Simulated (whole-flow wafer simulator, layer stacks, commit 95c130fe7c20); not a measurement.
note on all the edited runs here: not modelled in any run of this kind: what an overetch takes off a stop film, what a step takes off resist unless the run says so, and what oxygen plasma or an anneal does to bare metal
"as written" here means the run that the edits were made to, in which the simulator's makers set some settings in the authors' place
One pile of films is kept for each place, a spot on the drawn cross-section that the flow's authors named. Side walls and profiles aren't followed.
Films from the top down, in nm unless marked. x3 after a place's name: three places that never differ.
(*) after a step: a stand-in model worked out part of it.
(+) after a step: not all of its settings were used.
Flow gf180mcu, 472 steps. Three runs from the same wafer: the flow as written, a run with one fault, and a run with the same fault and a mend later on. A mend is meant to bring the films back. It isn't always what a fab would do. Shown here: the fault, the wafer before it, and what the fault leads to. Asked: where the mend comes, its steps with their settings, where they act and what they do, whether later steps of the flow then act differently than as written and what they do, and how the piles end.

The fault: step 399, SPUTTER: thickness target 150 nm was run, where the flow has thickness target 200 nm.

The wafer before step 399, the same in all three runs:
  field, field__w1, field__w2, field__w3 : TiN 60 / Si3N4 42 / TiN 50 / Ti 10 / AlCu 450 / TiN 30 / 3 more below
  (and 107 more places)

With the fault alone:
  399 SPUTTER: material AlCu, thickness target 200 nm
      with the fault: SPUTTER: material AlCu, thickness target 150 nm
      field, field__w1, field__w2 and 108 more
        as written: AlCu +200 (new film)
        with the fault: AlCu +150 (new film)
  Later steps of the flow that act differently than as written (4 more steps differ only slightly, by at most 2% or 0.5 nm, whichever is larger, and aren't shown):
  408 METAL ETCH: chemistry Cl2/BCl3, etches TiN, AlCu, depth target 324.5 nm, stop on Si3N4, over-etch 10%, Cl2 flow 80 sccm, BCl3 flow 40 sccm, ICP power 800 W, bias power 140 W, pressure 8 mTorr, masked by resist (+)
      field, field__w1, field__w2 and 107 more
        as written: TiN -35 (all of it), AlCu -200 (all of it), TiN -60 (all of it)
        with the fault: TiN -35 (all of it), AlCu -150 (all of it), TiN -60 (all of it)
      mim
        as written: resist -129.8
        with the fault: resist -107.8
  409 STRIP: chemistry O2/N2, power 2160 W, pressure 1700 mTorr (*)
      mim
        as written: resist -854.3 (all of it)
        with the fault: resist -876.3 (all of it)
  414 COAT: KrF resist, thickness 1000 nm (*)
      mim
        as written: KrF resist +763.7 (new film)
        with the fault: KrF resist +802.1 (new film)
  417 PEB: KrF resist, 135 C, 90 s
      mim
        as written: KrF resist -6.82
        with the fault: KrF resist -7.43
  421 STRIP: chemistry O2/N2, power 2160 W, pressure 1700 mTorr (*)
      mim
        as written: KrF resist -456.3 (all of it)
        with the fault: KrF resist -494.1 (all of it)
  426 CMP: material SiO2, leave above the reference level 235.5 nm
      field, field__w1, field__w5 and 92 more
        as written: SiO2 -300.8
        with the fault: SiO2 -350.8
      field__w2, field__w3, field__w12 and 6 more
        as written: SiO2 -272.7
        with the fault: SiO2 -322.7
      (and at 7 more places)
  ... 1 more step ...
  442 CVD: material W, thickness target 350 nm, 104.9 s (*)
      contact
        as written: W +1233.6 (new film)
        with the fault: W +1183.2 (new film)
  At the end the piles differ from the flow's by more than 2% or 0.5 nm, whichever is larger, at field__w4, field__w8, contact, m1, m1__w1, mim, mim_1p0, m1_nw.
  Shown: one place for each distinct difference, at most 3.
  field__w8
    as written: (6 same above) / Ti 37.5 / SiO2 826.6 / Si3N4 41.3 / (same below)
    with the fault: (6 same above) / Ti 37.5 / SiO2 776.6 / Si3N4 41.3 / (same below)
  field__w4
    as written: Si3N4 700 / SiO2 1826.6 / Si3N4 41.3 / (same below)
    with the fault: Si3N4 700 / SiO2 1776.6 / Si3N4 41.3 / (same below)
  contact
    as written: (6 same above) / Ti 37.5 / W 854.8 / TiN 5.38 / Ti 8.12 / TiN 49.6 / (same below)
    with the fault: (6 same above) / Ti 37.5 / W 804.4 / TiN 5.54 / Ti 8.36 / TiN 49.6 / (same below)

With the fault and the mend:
  The mend comes after step 399.
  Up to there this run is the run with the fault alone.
  399a SPUTTER: material AlCu, thickness target 50 nm (the flow's step 399 once more, with other settings)
      field, field__w1, field__w2 and 108 more
        AlCu +50
  No later step of the flow acts differently than as written at any place that is followed.
  At the end the piles are the same as the flow's at every place that both follow.
